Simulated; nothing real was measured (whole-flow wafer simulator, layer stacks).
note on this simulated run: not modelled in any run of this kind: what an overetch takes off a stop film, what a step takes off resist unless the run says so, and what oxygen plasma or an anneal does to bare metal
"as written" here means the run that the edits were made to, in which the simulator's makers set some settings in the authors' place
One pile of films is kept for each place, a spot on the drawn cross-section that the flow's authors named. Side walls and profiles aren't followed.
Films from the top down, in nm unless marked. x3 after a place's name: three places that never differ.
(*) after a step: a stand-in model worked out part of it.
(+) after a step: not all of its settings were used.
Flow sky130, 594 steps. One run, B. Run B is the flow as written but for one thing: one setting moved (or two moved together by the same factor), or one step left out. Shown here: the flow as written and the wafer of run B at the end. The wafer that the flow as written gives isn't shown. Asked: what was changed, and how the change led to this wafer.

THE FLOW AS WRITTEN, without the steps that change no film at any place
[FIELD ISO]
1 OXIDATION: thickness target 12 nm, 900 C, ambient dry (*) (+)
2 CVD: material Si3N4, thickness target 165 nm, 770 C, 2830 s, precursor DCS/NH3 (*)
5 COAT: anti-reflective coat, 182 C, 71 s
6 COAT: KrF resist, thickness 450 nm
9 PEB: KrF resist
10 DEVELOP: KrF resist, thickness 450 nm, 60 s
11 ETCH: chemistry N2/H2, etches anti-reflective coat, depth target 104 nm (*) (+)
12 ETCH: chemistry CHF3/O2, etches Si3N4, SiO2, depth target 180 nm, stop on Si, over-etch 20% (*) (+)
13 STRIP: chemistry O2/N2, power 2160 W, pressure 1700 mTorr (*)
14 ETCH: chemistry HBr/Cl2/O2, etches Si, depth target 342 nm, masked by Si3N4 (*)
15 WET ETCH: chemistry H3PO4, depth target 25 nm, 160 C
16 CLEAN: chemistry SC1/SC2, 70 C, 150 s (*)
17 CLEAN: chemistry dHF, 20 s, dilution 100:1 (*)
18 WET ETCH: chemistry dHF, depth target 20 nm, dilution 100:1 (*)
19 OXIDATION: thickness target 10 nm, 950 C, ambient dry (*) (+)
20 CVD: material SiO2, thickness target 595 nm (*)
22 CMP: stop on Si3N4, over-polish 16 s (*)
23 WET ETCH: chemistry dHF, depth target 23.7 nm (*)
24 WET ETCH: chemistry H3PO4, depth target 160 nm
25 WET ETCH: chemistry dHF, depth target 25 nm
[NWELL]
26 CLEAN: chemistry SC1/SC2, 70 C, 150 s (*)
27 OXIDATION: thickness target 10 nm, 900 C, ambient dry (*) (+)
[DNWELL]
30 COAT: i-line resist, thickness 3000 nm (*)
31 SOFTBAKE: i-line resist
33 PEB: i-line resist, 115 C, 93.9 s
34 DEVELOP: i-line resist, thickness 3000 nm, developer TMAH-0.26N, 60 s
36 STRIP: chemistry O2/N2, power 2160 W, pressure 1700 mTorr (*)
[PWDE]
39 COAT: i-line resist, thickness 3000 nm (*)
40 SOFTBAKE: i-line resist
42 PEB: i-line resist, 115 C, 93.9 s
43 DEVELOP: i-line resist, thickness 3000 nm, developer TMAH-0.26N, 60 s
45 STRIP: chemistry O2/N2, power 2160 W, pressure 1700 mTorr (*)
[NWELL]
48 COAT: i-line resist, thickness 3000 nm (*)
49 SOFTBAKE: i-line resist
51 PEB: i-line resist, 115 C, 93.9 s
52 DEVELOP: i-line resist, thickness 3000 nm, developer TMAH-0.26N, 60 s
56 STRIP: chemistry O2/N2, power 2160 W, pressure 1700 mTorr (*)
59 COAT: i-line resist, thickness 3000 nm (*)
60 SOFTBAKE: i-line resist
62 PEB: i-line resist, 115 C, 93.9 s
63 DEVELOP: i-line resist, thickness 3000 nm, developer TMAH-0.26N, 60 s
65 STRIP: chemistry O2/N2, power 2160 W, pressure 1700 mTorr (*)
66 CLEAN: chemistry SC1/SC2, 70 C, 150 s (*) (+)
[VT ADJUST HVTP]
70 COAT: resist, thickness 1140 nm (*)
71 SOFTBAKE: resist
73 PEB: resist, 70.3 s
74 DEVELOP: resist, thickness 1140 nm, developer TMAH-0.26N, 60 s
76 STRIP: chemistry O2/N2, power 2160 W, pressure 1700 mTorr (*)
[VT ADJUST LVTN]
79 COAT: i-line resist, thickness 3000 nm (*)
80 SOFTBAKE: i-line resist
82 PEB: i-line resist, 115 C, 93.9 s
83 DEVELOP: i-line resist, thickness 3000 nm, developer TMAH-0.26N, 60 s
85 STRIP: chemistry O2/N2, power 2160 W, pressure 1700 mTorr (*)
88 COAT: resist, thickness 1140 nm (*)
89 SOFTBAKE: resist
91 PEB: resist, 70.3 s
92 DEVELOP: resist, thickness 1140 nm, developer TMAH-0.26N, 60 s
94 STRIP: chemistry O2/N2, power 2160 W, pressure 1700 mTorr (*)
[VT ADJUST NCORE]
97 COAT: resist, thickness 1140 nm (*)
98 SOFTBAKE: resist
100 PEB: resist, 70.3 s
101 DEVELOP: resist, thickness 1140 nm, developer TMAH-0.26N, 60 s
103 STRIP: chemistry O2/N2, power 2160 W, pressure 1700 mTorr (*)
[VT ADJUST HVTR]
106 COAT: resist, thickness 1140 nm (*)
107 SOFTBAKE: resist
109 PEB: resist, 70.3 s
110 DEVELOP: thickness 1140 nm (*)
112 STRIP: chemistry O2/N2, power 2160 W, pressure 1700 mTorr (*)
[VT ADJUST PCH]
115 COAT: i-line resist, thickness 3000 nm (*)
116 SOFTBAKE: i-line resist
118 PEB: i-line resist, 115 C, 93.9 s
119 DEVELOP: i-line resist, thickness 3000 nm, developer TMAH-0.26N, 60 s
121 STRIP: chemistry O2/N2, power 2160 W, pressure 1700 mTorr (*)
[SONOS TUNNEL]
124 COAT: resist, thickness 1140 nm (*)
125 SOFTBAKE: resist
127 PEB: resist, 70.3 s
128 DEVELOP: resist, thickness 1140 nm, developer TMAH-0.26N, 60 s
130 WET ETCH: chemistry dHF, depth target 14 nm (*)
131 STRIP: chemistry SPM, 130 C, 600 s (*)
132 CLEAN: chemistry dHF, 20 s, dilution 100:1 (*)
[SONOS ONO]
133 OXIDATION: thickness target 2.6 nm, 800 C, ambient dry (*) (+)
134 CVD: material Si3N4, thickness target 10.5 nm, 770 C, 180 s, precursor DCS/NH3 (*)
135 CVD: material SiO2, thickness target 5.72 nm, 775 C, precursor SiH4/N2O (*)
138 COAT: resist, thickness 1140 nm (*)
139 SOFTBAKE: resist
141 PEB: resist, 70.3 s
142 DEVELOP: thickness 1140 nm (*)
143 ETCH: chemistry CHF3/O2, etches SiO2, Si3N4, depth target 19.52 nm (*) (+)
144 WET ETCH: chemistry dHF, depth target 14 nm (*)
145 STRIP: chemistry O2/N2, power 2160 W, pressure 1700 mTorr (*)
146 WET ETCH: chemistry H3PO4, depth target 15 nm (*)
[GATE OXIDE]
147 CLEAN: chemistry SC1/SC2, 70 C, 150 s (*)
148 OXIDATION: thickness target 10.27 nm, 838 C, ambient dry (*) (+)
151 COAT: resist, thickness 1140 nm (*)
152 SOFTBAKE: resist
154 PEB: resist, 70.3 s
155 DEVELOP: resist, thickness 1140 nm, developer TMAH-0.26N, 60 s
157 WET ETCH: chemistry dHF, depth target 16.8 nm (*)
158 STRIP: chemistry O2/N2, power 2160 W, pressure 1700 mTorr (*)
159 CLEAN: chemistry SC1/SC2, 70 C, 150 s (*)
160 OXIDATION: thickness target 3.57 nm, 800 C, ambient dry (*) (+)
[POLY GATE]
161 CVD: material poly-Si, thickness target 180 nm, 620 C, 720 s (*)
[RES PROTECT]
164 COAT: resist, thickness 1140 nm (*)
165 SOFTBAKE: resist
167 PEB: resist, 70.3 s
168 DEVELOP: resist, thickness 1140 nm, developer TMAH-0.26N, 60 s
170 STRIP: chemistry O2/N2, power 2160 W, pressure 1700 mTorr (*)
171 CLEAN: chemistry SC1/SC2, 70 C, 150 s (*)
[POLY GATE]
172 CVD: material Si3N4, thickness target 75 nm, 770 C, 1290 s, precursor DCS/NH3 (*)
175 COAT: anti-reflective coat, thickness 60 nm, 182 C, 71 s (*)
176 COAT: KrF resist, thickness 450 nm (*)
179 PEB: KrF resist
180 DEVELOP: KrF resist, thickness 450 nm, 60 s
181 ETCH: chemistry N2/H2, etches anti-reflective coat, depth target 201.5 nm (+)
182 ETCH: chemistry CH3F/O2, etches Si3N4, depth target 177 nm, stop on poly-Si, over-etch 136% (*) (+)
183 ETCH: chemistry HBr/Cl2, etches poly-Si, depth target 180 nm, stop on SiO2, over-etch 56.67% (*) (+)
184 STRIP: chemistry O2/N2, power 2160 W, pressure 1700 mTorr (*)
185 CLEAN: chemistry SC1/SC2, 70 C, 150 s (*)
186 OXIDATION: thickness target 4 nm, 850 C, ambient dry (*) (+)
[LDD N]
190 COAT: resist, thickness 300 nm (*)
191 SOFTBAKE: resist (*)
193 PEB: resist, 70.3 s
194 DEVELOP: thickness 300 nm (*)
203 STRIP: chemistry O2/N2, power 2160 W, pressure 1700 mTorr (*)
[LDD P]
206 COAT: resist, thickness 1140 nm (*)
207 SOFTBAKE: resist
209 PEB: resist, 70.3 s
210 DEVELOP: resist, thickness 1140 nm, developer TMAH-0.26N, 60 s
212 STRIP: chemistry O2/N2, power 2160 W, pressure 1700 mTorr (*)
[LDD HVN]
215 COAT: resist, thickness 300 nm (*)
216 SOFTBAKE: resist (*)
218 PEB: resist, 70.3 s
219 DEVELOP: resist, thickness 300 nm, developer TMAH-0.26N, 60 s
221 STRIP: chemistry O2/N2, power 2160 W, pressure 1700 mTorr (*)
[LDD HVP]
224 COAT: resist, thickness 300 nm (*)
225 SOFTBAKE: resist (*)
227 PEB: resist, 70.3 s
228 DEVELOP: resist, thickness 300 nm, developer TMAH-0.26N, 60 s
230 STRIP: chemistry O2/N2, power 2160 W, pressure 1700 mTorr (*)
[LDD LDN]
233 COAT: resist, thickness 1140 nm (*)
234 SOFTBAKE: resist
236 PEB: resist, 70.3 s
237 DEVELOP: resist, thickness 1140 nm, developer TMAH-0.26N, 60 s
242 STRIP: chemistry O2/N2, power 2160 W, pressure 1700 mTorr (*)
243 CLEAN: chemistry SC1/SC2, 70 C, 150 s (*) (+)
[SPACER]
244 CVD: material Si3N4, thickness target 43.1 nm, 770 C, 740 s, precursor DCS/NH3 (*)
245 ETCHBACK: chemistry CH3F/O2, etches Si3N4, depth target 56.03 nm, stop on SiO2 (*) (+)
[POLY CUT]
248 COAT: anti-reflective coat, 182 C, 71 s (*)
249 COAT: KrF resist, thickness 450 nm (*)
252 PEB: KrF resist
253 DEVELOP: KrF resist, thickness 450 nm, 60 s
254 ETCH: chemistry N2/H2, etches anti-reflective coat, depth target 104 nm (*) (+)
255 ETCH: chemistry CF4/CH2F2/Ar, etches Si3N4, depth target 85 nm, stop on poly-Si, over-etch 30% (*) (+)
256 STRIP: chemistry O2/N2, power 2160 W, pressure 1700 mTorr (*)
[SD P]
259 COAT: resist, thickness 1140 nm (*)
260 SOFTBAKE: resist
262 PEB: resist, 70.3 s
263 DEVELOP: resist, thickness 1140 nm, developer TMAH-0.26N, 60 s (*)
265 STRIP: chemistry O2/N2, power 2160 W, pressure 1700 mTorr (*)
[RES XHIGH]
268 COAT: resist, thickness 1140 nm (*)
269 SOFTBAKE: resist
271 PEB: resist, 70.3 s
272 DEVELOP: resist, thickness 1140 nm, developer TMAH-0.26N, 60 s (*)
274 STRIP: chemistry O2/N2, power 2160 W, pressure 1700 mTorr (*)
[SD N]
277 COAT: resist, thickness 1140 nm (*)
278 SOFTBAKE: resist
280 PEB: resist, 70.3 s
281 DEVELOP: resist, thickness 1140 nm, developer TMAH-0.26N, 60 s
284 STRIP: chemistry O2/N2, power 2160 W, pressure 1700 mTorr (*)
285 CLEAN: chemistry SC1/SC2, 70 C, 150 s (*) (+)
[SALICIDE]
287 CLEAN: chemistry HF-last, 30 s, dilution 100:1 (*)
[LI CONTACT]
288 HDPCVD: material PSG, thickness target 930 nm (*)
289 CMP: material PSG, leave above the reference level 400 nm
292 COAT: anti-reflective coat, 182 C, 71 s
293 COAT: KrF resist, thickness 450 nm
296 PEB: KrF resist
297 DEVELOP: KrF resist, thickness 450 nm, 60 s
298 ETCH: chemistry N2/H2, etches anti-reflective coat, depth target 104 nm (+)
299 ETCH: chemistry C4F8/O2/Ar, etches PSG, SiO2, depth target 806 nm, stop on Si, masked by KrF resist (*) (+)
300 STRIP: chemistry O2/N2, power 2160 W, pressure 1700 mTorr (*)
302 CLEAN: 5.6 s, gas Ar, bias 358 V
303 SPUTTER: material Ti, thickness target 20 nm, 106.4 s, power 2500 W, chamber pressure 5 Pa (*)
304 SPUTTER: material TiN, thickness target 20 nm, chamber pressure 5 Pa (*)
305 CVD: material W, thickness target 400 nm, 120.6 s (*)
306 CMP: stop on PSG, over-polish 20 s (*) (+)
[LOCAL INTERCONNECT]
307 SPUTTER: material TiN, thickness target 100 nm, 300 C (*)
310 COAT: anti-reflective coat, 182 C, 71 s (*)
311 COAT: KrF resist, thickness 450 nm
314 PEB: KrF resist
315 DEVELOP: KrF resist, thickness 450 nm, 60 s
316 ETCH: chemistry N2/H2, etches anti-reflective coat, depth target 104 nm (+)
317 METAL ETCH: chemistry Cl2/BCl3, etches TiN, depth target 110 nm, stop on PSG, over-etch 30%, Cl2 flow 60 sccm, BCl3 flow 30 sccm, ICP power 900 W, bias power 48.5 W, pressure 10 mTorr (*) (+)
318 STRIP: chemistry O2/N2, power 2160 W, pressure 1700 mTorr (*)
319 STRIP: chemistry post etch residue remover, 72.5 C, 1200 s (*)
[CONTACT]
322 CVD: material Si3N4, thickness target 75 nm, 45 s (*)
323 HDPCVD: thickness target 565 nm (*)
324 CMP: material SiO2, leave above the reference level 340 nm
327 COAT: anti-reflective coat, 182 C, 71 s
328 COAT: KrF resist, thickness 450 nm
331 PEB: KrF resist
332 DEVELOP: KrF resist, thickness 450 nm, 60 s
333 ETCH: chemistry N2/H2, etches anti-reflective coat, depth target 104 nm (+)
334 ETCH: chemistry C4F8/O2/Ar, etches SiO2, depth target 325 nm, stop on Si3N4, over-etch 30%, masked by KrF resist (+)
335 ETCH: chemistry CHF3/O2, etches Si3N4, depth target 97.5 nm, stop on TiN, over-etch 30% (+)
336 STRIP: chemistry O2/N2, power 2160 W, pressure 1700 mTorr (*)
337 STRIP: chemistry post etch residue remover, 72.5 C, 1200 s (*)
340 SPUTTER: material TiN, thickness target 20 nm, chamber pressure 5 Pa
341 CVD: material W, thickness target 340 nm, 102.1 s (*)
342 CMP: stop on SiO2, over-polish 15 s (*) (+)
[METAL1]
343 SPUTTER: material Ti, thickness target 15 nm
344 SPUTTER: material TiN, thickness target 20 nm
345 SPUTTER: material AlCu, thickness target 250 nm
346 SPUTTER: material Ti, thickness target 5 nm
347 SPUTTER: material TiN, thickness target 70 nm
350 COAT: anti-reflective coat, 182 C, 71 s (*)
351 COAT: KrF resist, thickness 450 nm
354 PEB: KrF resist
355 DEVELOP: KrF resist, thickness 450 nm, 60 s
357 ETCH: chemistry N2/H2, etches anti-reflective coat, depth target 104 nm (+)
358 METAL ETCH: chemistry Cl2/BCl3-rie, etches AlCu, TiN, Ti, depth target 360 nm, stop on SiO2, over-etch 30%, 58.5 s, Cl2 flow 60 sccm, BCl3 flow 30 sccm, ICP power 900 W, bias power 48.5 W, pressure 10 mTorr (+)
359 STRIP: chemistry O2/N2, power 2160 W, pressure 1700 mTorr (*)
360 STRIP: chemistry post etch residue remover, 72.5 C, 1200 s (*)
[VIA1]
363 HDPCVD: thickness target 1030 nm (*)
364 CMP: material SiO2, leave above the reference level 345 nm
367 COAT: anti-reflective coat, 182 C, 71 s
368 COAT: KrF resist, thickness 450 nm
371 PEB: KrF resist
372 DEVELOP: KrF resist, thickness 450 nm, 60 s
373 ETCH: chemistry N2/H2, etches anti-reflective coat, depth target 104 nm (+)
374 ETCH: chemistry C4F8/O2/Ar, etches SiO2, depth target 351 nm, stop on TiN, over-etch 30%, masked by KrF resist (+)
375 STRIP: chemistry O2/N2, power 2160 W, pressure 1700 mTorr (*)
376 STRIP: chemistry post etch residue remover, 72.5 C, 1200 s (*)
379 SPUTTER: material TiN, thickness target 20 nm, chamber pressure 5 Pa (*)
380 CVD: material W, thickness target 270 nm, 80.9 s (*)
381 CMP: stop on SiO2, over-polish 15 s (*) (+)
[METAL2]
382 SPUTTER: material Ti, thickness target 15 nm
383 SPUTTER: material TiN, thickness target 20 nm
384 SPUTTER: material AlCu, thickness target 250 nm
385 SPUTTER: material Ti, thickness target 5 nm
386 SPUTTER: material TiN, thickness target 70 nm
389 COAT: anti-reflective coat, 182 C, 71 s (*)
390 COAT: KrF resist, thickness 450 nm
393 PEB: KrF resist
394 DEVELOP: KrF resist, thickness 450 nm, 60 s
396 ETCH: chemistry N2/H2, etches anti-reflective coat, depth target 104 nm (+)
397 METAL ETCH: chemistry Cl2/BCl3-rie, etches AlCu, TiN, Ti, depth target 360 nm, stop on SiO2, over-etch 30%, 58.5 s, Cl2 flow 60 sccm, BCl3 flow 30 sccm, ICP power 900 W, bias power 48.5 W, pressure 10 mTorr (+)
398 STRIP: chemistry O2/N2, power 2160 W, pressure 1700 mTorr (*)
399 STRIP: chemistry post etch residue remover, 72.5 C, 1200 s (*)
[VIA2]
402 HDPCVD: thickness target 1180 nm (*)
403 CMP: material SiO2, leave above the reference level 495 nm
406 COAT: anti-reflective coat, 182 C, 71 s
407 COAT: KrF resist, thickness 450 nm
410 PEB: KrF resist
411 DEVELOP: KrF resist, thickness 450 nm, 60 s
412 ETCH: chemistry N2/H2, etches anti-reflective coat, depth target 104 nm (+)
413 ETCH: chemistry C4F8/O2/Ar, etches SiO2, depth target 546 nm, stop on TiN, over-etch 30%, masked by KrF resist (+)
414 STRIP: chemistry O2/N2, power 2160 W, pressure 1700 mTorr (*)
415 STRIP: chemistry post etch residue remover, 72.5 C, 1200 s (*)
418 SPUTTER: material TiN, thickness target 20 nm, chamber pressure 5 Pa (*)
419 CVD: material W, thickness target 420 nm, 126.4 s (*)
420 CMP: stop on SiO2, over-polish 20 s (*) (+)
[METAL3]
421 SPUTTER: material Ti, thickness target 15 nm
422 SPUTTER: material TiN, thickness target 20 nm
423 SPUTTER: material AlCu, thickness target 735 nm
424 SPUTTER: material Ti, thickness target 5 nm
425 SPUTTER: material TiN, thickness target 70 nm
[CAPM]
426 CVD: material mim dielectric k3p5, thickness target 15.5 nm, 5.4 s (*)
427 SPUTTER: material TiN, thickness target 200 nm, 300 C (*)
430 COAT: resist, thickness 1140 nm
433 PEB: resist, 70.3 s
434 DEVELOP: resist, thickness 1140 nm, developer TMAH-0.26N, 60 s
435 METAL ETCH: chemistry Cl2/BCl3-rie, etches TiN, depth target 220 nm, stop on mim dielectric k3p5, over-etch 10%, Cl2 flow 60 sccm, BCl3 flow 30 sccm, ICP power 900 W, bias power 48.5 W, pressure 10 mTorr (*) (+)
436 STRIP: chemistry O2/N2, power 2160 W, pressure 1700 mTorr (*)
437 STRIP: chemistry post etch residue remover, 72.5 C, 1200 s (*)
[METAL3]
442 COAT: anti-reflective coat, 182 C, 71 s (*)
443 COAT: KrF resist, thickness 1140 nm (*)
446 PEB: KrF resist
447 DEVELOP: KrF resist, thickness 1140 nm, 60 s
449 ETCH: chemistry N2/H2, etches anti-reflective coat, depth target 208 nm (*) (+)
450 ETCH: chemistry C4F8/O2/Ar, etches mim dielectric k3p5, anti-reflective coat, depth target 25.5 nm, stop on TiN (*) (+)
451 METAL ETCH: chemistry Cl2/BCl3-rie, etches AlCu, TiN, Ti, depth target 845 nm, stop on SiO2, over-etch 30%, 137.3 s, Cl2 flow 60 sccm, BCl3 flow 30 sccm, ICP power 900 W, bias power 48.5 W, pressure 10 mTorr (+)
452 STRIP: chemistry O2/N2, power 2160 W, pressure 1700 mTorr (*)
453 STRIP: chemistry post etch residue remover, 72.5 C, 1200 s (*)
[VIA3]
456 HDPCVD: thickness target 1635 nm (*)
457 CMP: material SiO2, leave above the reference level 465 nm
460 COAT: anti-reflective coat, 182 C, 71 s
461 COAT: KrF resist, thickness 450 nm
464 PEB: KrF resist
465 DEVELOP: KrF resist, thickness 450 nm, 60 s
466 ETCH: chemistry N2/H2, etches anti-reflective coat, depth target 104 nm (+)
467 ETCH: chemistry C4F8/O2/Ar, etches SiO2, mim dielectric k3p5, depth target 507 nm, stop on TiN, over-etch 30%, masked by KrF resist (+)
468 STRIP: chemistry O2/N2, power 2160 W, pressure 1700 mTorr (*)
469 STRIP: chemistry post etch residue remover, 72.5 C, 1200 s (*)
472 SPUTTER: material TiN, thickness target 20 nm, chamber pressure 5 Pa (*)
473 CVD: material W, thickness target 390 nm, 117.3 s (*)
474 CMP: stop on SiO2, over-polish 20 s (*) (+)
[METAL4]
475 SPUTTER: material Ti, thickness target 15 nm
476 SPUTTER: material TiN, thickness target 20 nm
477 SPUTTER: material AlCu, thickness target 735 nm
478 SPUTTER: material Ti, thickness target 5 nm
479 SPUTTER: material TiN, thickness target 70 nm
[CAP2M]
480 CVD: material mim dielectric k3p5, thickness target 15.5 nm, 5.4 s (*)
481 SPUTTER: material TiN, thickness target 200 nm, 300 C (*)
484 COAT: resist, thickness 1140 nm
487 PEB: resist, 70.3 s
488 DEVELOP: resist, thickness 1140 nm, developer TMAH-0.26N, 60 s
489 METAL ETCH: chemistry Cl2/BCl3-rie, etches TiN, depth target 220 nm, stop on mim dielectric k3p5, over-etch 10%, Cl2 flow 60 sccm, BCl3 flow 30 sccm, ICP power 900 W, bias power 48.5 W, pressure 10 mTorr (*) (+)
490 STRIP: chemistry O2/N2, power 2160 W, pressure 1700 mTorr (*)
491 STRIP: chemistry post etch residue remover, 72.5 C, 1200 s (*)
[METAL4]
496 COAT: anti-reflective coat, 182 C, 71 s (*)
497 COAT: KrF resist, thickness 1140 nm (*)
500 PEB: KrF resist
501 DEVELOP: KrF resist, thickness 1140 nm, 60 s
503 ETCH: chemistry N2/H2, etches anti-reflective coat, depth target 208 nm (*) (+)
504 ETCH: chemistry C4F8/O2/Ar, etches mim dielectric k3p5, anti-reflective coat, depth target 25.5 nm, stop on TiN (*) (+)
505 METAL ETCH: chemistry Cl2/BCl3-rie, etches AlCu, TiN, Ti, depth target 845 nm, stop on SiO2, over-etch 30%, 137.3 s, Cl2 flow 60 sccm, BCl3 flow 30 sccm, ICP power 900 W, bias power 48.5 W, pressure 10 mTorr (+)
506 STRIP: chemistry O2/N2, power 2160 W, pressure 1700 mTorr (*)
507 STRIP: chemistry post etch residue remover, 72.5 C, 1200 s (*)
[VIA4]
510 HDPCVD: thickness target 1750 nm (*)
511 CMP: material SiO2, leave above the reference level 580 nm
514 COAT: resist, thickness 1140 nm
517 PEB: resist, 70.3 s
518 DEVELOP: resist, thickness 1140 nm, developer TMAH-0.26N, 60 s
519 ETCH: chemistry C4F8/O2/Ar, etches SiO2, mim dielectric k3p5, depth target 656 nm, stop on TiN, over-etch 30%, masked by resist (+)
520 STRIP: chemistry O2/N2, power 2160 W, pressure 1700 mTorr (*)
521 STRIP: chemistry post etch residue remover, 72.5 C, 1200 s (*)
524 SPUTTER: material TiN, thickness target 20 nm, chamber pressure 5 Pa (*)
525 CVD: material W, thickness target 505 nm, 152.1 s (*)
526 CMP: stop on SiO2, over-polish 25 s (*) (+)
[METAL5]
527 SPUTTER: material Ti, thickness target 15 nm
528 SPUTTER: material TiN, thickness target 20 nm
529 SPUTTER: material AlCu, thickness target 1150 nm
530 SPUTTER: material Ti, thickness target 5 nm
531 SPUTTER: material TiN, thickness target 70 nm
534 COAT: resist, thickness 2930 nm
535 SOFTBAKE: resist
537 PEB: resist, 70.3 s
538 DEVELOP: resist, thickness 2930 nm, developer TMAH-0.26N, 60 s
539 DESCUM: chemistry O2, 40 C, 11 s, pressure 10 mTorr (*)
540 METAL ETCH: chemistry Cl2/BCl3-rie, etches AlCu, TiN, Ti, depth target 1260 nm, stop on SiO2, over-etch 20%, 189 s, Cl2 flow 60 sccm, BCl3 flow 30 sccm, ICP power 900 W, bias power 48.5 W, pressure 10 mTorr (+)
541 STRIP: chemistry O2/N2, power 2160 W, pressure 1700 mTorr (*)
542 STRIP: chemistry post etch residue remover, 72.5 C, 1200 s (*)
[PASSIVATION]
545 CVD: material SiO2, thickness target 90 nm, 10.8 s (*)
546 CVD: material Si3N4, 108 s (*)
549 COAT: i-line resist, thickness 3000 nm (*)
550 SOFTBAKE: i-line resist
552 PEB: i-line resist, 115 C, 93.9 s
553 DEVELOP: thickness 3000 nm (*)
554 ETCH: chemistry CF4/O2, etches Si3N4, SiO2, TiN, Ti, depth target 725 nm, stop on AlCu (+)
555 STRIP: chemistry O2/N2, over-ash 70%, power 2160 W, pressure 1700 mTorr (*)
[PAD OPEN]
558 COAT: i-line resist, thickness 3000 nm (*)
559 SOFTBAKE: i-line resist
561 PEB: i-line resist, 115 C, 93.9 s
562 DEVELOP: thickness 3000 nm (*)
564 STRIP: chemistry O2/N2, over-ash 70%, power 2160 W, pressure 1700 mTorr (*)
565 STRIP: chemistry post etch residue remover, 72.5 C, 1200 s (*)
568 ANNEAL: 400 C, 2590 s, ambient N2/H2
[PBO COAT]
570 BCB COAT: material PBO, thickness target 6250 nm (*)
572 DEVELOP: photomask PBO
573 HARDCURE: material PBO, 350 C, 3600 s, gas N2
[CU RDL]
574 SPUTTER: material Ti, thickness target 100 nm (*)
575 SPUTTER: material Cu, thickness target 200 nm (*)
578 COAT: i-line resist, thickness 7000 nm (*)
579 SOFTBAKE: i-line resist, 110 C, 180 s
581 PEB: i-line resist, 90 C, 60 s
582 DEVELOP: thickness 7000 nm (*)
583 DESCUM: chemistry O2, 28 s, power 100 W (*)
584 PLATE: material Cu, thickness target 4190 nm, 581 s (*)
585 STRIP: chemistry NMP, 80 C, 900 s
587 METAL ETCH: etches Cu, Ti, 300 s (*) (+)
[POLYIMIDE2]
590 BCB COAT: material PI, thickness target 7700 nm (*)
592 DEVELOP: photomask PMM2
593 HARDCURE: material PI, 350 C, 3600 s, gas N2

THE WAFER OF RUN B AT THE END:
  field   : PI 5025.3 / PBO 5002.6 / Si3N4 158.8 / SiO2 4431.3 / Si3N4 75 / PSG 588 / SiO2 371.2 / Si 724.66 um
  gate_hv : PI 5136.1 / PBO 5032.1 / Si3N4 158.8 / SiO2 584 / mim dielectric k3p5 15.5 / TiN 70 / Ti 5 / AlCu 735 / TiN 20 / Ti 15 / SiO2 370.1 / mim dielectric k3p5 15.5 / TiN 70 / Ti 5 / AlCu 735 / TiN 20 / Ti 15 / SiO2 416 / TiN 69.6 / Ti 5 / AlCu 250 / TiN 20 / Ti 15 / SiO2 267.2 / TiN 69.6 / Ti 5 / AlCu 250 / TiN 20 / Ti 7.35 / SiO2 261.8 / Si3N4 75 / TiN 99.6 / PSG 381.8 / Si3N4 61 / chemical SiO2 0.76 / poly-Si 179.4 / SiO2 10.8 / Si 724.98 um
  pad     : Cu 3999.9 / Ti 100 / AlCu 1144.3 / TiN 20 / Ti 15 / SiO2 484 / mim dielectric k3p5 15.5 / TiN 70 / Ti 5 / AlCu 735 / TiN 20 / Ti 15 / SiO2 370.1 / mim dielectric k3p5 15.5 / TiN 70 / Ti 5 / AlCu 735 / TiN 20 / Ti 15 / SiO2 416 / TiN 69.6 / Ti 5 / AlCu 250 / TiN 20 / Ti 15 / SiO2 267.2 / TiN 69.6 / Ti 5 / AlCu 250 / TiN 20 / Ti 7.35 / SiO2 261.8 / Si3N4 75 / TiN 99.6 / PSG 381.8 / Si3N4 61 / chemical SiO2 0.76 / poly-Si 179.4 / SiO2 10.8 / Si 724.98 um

The cause: step 343, SPUTTER: thickness target 7.35 nm was run, where the flow has thickness target 15 nm.
It can be read off the wafer: gate_hv has Ti 7.35, and step 343 as written asks for 15 nm.

How the change led to this, step by step:
  343 SPUTTER: material Ti, thickness target 15 nm
      field, active, n_well and 188 more: Ti +7.35 (new film) (as written it would be: Ti +15 (new film))
  358 METAL ETCH: chemistry Cl2/BCl3-rie, etches AlCu, TiN, Ti, depth target 360 nm, stop on SiO2, over-etch 30%, 58.5 s, Cl2 flow 60 sccm, BCl3 flow 30 sccm, ICP power 900 W, bias power 48.5 W, pressure 10 mTorr (+)
      field, active, gate and 81 more: TiN -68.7 (all of it), Ti -5 (all of it), AlCu -250 (all of it), TiN -20 (all of it), Ti -7.35 (all of it), SiO2 -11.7 (as written it would be: TiN -68.7 (all of it), Ti -5 (all of it), AlCu -250 (all of it), TiN -20 (all of it), Ti -15 (all of it), SiO2 -10.9)
